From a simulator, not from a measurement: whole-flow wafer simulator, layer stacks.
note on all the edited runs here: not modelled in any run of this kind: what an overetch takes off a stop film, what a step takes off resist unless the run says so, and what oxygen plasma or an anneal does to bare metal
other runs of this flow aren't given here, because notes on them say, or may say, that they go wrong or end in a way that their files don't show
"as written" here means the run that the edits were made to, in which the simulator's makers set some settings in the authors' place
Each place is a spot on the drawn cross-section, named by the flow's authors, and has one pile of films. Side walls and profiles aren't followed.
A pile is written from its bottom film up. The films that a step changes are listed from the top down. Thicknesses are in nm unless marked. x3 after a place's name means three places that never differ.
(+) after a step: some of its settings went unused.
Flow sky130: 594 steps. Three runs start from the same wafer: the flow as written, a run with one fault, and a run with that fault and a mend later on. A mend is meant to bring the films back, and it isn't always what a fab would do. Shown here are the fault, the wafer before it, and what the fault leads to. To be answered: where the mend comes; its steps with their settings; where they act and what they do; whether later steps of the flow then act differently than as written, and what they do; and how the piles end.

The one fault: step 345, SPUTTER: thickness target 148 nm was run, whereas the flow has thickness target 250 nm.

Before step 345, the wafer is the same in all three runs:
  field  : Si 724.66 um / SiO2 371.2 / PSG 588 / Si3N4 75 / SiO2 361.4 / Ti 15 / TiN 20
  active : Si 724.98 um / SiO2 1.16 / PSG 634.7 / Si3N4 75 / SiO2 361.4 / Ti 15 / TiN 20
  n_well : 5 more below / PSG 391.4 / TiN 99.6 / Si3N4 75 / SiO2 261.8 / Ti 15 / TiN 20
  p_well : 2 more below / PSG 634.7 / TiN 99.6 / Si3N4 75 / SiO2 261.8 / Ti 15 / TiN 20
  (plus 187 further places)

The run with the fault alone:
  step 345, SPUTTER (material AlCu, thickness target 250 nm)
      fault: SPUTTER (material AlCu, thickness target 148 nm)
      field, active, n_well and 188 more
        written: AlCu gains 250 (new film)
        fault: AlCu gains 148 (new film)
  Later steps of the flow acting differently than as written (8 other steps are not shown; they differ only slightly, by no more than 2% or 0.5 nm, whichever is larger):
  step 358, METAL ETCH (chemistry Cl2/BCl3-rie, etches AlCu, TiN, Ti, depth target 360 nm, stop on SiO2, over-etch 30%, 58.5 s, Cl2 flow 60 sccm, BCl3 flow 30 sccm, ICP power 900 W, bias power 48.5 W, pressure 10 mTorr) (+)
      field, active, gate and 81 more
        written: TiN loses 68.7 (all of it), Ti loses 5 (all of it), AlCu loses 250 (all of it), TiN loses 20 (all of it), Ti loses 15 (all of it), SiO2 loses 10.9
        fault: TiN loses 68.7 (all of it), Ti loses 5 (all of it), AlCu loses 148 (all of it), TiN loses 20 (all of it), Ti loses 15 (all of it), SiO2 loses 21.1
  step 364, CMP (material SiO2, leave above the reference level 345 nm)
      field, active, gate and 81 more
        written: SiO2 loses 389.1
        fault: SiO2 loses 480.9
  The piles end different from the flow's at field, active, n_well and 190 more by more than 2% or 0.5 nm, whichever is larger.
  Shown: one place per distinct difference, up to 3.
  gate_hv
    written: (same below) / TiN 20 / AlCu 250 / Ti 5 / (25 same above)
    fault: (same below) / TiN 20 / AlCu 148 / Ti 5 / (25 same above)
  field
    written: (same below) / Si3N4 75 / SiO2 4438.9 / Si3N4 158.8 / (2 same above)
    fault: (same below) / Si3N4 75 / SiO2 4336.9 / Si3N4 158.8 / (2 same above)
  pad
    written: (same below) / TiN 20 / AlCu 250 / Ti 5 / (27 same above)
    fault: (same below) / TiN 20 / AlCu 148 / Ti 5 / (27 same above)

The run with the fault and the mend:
  The mend follows step 345.
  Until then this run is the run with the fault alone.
  step 345a, SPUTTER (material AlCu, thickness target 102 nm) (the flow's step 345, run once more with other settings)
      field, active, n_well and 188 more
        AlCu gains 102
  Later steps of the flow that are run all act as written at every place that is followed.
  By the end, the piles equal the flow's at every place that both follow.
